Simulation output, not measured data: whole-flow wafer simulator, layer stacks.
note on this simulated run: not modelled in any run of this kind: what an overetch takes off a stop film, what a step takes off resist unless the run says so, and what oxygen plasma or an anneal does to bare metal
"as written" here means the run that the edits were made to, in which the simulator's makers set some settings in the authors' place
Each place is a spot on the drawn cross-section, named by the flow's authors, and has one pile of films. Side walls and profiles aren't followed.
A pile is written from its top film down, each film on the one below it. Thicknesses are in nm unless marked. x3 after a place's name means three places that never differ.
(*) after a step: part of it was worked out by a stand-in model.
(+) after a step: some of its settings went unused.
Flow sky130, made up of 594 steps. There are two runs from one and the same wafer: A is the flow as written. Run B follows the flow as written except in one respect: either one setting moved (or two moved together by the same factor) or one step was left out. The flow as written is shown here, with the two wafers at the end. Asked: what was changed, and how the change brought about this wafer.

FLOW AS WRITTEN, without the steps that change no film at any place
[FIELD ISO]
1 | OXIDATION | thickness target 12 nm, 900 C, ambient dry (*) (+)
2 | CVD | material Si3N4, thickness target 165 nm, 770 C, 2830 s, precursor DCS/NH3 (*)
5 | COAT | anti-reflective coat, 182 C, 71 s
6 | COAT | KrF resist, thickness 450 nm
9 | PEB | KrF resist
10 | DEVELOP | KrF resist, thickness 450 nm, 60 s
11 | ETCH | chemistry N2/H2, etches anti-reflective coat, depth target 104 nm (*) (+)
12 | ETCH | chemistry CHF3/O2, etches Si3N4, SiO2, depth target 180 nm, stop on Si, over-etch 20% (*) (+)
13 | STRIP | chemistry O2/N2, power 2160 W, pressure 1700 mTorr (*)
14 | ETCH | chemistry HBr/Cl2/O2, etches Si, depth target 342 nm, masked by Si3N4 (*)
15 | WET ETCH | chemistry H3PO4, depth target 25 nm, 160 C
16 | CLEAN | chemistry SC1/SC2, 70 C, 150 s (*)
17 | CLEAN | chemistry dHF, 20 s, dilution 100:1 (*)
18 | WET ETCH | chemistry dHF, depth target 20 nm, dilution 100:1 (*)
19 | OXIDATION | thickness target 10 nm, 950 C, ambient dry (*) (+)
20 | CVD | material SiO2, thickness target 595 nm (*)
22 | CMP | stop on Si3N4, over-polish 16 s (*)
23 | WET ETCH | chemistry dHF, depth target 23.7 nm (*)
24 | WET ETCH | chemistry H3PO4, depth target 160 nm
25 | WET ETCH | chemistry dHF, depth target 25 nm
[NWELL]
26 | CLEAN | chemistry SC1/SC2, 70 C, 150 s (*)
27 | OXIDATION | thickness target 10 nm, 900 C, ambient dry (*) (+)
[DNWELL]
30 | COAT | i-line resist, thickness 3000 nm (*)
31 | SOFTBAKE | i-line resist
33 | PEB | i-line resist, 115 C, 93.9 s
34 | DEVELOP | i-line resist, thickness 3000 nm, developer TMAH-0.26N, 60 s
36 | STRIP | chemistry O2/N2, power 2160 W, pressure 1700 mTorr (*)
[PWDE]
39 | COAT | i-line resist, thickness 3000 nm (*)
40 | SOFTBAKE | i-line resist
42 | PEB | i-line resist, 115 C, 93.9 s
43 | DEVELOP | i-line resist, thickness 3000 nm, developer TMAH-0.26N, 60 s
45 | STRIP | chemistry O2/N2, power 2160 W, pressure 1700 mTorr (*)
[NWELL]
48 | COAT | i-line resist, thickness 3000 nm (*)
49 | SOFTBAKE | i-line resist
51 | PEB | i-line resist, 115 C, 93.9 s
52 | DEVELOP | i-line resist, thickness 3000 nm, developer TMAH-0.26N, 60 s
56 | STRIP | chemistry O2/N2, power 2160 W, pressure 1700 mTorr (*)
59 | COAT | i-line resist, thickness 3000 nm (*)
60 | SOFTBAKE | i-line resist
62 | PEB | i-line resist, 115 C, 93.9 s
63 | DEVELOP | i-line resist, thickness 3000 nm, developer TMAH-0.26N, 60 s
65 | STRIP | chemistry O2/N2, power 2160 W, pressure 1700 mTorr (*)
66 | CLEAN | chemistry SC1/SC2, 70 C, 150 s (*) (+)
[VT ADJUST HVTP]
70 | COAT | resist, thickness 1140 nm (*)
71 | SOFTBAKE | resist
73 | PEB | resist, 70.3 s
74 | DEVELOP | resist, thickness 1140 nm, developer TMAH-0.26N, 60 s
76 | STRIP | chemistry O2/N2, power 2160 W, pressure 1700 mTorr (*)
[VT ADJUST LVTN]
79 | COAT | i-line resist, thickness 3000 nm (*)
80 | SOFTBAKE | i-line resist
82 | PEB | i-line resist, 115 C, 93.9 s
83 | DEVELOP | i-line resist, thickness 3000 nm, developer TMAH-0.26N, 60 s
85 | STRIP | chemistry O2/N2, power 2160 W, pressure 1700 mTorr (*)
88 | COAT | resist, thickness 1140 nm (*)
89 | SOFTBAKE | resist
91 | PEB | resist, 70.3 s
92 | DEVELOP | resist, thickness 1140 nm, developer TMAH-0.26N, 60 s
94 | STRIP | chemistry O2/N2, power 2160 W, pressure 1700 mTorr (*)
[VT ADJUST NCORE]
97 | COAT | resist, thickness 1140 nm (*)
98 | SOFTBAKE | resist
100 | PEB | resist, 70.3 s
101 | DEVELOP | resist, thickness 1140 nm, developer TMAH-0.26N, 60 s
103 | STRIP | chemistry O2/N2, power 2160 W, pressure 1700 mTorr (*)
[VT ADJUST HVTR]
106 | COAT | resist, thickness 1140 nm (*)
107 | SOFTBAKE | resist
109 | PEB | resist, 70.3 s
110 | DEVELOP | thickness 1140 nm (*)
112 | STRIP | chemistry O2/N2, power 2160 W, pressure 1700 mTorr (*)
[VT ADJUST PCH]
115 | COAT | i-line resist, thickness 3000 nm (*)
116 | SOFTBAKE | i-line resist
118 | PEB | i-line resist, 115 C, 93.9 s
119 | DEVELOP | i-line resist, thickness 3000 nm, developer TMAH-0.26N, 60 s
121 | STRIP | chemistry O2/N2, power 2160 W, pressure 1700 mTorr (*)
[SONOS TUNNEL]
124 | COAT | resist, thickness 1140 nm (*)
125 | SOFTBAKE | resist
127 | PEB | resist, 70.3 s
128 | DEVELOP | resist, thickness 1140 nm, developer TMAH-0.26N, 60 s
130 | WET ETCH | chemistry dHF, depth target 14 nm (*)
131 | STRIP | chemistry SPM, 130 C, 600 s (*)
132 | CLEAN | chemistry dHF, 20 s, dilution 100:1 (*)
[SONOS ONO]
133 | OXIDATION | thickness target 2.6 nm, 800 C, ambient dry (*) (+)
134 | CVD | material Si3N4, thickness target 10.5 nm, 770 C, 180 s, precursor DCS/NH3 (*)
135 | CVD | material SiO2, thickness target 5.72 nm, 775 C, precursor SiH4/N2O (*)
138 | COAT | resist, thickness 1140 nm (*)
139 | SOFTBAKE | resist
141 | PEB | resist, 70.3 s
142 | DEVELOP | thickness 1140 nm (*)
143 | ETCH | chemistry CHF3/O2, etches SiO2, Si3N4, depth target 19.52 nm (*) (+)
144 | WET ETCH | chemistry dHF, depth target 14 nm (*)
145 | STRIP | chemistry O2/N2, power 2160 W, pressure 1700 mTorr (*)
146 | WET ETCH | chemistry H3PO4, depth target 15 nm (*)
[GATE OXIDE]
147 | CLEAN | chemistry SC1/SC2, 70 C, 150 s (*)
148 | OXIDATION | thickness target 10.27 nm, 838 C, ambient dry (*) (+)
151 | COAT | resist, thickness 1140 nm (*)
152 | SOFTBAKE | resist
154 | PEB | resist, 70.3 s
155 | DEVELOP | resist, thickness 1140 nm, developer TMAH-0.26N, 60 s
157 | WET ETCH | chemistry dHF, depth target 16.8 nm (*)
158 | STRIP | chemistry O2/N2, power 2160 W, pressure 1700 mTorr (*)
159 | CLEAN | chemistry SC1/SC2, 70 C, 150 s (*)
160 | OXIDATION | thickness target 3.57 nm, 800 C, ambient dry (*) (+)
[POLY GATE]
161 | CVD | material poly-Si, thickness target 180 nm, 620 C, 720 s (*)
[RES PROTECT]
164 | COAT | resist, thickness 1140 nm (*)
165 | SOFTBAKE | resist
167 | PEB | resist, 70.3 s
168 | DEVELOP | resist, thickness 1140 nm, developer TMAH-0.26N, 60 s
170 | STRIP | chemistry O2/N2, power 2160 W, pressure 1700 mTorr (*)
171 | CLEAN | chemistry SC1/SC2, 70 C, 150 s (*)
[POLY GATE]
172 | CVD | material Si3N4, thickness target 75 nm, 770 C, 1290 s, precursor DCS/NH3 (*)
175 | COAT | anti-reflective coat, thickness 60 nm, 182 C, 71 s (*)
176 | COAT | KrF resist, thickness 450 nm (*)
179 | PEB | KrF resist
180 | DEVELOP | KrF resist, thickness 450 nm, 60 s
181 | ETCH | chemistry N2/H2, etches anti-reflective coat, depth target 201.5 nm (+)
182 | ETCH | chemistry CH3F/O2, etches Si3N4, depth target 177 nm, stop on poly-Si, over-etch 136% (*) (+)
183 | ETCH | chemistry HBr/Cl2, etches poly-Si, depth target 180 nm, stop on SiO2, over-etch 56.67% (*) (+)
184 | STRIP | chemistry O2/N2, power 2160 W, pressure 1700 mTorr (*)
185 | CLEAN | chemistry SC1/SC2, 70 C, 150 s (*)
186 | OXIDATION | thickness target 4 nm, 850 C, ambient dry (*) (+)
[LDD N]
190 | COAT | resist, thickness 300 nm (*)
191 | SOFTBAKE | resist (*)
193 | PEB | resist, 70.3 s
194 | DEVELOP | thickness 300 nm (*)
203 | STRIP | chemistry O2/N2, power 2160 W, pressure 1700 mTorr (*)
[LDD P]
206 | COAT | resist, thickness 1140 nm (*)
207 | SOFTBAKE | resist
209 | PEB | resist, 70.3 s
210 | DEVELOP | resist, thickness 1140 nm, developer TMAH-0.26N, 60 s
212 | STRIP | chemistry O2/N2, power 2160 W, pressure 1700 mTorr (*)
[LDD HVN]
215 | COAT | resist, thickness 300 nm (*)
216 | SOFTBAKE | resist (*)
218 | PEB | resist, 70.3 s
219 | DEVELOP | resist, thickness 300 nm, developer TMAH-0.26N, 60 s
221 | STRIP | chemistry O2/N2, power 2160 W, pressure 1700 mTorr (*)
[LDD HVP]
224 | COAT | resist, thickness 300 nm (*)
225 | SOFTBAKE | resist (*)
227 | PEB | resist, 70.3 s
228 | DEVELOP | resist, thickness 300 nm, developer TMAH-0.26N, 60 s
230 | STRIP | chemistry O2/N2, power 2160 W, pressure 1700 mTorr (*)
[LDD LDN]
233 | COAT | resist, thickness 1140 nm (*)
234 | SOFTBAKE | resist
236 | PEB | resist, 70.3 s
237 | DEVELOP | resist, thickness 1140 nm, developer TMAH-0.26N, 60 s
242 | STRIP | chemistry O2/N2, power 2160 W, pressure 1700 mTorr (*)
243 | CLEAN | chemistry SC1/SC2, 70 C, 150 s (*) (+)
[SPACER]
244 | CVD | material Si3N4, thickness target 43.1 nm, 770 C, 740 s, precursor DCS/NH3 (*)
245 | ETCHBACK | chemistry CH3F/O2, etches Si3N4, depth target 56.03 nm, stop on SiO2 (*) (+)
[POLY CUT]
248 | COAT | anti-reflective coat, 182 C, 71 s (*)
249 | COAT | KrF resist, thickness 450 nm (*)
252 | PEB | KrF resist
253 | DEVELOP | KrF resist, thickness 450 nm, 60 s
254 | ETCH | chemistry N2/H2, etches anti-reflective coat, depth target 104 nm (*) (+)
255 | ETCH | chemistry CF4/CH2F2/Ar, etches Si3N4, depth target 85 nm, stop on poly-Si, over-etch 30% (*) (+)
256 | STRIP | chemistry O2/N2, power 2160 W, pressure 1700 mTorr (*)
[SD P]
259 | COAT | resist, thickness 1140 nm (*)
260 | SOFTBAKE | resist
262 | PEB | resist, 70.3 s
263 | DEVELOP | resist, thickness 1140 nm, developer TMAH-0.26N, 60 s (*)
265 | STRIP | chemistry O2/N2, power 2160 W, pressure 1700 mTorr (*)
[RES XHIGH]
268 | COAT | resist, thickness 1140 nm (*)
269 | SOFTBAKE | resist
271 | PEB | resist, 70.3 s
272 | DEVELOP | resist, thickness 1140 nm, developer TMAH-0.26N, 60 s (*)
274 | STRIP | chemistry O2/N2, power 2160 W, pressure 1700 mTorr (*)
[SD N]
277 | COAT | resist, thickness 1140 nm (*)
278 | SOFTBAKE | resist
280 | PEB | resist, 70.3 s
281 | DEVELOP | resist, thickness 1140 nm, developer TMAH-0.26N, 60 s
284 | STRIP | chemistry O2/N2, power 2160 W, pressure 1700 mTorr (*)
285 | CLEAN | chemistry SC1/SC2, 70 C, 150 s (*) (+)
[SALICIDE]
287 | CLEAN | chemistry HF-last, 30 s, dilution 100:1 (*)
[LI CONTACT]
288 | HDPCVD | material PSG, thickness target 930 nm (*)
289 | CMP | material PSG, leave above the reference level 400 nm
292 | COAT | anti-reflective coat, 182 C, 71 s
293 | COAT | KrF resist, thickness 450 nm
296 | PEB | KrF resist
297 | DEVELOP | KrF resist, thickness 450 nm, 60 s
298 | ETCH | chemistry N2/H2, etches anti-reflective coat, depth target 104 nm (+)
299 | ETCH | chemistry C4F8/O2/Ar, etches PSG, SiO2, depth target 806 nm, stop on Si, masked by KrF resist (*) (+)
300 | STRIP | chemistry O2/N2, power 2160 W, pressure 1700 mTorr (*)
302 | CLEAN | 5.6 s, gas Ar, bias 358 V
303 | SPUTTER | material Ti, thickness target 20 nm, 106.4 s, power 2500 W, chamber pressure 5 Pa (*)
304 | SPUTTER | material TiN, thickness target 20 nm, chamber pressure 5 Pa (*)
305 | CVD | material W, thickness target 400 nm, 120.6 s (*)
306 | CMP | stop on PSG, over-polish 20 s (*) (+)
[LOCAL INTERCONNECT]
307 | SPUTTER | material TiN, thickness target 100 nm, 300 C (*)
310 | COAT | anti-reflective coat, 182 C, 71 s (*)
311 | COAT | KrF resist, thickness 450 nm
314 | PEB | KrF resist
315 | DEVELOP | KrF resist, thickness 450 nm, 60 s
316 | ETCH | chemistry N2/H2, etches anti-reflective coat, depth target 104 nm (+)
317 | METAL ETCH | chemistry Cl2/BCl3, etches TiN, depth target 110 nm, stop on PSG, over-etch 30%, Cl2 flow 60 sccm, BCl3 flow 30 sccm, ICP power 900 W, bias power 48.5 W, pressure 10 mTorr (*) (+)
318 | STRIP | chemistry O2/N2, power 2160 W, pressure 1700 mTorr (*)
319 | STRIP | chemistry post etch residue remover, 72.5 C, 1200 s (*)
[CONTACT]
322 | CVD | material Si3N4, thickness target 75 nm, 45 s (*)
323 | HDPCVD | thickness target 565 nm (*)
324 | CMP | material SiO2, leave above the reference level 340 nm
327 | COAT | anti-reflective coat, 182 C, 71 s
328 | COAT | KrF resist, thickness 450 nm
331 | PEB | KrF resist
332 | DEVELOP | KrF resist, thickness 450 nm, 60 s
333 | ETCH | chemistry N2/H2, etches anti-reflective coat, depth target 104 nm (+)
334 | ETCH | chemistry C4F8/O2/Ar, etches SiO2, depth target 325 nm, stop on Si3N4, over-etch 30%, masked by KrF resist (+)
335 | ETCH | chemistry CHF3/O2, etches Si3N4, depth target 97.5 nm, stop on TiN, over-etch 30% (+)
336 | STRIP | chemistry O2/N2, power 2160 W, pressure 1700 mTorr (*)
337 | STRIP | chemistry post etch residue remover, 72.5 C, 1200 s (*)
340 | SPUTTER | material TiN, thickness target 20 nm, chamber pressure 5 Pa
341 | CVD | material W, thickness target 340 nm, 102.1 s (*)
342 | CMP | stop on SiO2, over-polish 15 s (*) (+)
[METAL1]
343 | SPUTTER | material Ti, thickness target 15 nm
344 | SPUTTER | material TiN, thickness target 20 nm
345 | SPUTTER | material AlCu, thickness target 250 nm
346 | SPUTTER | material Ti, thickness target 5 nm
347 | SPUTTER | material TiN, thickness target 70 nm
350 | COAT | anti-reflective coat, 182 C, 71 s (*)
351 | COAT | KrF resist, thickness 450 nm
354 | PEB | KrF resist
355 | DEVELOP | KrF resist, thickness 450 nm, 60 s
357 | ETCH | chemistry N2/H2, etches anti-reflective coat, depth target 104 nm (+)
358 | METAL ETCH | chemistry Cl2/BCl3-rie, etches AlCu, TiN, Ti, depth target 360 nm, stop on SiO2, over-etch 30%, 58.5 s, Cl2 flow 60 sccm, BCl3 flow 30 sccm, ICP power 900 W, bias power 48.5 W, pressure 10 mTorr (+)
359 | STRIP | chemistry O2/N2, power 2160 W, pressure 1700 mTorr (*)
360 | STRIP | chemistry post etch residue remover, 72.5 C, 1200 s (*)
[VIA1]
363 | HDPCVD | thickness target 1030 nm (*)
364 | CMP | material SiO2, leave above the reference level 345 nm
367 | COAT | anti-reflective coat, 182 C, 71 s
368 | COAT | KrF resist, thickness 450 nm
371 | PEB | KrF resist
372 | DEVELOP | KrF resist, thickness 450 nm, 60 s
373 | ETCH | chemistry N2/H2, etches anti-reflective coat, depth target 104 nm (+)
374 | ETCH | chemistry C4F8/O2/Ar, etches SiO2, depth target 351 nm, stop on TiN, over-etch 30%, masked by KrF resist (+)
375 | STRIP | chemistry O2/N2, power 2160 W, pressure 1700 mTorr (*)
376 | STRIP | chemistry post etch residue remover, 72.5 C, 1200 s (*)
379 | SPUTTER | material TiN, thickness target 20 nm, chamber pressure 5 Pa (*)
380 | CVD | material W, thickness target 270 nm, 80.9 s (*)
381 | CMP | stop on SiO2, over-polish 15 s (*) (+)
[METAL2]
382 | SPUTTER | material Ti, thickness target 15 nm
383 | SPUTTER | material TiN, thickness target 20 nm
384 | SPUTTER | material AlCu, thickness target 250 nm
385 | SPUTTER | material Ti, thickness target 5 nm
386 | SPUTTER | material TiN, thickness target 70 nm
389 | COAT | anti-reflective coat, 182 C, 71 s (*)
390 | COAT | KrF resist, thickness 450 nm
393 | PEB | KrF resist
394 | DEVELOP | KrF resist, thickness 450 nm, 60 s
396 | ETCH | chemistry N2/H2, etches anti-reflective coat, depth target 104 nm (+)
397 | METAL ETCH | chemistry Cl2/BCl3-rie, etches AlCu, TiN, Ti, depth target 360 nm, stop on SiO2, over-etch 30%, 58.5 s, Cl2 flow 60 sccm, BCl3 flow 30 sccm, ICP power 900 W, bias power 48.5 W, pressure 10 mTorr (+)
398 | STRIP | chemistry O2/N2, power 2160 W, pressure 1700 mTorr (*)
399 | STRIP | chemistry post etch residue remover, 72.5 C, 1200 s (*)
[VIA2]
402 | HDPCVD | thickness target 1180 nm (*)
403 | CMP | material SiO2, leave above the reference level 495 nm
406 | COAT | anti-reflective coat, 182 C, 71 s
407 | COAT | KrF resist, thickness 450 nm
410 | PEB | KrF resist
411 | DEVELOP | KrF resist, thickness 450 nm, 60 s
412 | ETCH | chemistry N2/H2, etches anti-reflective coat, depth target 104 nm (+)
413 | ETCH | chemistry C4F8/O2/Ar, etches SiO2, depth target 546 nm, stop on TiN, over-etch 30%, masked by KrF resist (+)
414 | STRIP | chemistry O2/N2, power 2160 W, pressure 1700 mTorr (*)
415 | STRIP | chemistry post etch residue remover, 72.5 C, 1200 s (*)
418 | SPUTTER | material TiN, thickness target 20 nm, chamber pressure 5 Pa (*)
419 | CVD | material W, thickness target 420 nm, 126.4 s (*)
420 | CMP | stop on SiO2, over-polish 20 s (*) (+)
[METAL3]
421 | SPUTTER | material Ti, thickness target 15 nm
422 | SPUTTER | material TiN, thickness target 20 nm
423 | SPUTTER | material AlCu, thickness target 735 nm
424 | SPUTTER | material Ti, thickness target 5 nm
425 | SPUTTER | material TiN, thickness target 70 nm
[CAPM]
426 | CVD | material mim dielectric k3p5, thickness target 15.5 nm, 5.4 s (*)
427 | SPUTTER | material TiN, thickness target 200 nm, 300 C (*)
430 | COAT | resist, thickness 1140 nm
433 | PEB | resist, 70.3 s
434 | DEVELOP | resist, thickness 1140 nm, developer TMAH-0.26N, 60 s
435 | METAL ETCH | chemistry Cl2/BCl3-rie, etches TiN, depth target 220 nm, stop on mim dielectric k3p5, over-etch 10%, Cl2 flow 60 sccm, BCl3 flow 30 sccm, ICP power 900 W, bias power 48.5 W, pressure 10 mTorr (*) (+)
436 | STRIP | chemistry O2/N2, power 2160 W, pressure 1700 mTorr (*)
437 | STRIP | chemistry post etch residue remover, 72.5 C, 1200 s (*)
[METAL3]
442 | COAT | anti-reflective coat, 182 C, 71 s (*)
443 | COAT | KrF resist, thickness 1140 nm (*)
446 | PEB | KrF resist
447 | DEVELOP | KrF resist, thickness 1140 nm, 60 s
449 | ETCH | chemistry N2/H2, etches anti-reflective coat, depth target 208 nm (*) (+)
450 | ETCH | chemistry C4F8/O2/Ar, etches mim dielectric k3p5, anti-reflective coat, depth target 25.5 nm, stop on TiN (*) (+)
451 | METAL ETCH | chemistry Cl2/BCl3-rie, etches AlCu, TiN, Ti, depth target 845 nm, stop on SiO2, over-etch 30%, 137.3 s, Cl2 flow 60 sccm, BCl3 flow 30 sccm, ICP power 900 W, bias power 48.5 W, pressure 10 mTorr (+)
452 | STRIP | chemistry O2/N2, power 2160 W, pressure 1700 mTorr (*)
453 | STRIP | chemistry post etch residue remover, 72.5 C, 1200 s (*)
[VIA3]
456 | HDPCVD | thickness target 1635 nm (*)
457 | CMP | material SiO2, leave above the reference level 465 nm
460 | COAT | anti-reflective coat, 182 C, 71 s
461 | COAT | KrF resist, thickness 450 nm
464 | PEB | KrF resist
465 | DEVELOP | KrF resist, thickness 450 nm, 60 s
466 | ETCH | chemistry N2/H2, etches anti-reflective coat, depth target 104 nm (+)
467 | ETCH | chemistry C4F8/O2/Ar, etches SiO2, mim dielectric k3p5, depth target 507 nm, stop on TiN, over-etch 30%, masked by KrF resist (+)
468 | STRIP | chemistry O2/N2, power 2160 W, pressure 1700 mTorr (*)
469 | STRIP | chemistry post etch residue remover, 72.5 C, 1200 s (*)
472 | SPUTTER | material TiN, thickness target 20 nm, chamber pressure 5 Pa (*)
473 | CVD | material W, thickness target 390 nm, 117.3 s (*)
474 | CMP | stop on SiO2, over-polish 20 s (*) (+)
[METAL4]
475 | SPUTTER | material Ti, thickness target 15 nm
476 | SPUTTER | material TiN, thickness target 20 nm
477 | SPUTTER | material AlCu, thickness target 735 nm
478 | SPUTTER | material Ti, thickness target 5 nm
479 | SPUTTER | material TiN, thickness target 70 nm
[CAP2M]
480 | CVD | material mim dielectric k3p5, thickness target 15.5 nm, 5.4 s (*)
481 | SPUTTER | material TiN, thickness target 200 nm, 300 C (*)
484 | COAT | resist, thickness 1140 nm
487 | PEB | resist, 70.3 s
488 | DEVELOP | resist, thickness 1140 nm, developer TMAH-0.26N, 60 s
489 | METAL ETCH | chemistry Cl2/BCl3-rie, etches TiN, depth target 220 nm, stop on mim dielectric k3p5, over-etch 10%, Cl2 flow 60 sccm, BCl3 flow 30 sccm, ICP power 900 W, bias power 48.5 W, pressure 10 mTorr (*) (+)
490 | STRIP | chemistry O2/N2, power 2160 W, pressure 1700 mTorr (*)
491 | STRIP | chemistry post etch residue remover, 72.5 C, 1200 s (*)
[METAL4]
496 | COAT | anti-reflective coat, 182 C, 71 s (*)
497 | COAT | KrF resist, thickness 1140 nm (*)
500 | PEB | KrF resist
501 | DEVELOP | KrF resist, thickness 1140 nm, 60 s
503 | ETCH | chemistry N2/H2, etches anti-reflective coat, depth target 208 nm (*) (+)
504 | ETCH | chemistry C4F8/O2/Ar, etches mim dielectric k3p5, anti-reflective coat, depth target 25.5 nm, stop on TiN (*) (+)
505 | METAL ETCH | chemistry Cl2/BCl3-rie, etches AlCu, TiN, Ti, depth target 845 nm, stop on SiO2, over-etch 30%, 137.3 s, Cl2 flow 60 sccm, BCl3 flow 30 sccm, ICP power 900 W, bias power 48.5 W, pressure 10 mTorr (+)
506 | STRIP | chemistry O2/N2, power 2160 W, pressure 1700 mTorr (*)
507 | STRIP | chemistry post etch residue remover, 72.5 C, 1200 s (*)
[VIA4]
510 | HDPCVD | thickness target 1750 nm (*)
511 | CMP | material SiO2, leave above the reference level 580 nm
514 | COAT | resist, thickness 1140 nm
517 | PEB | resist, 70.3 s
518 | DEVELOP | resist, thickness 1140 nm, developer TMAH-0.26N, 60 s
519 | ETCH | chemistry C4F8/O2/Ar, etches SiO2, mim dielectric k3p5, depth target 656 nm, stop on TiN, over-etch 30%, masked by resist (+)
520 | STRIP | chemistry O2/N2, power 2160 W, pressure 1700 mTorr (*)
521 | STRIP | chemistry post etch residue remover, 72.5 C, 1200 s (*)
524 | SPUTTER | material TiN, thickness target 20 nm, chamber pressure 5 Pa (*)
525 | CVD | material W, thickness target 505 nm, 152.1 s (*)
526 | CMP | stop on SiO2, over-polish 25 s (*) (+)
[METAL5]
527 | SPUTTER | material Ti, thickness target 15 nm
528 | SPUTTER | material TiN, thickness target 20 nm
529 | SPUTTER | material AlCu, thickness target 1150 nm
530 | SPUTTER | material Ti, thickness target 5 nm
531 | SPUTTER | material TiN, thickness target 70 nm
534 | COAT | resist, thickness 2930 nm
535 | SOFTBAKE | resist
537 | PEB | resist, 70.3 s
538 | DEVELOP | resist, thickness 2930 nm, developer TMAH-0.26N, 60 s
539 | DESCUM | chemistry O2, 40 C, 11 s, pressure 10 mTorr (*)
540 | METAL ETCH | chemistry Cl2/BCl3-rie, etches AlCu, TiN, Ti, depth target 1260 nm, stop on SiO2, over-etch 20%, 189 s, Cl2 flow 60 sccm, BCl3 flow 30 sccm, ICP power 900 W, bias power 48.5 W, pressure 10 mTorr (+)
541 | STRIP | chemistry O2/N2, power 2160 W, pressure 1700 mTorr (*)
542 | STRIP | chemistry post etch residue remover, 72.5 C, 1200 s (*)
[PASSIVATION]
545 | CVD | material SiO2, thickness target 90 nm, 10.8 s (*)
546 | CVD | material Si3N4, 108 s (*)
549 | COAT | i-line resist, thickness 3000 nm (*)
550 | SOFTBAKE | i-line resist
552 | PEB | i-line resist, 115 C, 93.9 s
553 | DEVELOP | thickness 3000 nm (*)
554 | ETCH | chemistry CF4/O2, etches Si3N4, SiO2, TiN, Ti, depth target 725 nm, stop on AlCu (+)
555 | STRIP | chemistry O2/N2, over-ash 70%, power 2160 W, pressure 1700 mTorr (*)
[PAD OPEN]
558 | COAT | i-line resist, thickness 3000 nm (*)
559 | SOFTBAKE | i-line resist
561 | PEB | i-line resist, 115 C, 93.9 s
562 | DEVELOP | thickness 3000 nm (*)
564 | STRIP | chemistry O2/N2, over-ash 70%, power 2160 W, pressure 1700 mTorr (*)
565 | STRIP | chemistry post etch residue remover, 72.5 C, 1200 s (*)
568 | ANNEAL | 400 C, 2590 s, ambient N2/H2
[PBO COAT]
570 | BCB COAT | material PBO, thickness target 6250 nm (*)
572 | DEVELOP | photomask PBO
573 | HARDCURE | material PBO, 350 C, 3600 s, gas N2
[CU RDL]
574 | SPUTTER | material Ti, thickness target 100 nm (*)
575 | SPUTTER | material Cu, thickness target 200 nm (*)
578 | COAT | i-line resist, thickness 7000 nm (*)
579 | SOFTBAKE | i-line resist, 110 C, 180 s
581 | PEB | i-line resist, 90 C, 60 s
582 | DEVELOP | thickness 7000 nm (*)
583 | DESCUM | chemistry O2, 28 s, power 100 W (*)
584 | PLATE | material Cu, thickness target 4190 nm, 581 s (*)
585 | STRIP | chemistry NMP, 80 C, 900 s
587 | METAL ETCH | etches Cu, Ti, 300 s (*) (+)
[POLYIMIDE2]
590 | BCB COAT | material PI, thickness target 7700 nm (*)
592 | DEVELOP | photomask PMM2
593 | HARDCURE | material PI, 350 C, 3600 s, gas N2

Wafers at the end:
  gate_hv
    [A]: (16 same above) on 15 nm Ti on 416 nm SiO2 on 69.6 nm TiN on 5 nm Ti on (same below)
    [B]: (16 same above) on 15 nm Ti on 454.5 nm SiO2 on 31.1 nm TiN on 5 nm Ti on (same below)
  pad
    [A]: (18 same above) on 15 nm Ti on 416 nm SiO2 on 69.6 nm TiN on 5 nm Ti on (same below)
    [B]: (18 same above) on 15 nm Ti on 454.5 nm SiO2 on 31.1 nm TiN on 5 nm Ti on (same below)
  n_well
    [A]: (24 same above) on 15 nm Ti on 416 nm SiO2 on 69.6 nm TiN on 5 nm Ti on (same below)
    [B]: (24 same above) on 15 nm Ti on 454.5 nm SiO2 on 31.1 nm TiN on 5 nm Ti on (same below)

Cause: step 386, SPUTTER: thickness target 31.5 nm was run, whereas the flow has thickness target 70 nm.

How this came from the change, step by step:
  386 | SPUTTER | material TiN, thickness target 70 nm
      field, active, n_well and 188 more: A TiN gains 70 (new film) | B TiN gains 31.5 (new film)
  397 | METAL ETCH | chemistry Cl2/BCl3-rie, etches AlCu, TiN, Ti, depth target 360 nm, stop on SiO2, over-etch 30%, 58.5 s, Cl2 flow 60 sccm, BCl3 flow 30 sccm, ICP power 900 W, bias power 48.5 W, pressure 10 mTorr (+)
      field, active, gate and 82 more: A TiN loses 68.7 (all of it), Ti loses 5 (all of it), AlCu loses 250 (all of it), TiN loses 20 (all of it), Ti loses 15 (all of it), SiO2 loses 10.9 | B TiN loses 30.2 (all of it), Ti loses 5 (all of it), AlCu loses 250 (all of it), TiN loses 20 (all of it), Ti loses 15 (all of it), SiO2 loses 14.8
  403 | CMP | material SiO2, leave above the reference level 495 nm
      n_well, p_well, gate_hv and 101 more: A SiO2 loses 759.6 | B SiO2 loses 721.1
      m1, via1_hole: A SiO2 loses 759.1 | B SiO2 loses 720.6
  413 | ETCH | chemistry C4F8/O2/Ar, etches SiO2, depth target 546 nm, stop on TiN, over-etch 30%, masked by KrF resist (+)
      m1: A SiO2 loses 420.3 (all of it) | B SiO2 loses 458.8 (all of it)
      via2_hole: A SiO2 loses 419.8 (all of it) | B SiO2 loses 458.3 (all of it)
  418 | SPUTTER | material TiN, thickness target 20 nm, chamber pressure 5 Pa (*)
      m1: A TiN gains 10.2 | B TiN gains 9.68
      via2_hole: A TiN gains 10.2 | B TiN gains 9.67
  419 | CVD | material W, thickness target 420 nm, 126.4 s (*)
      m1: A W gains 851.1 (new film) | B W gains 890.1 (new film)
      via2_hole: A W gains 850.7 (new film) | B W gains 889.7 (new film)
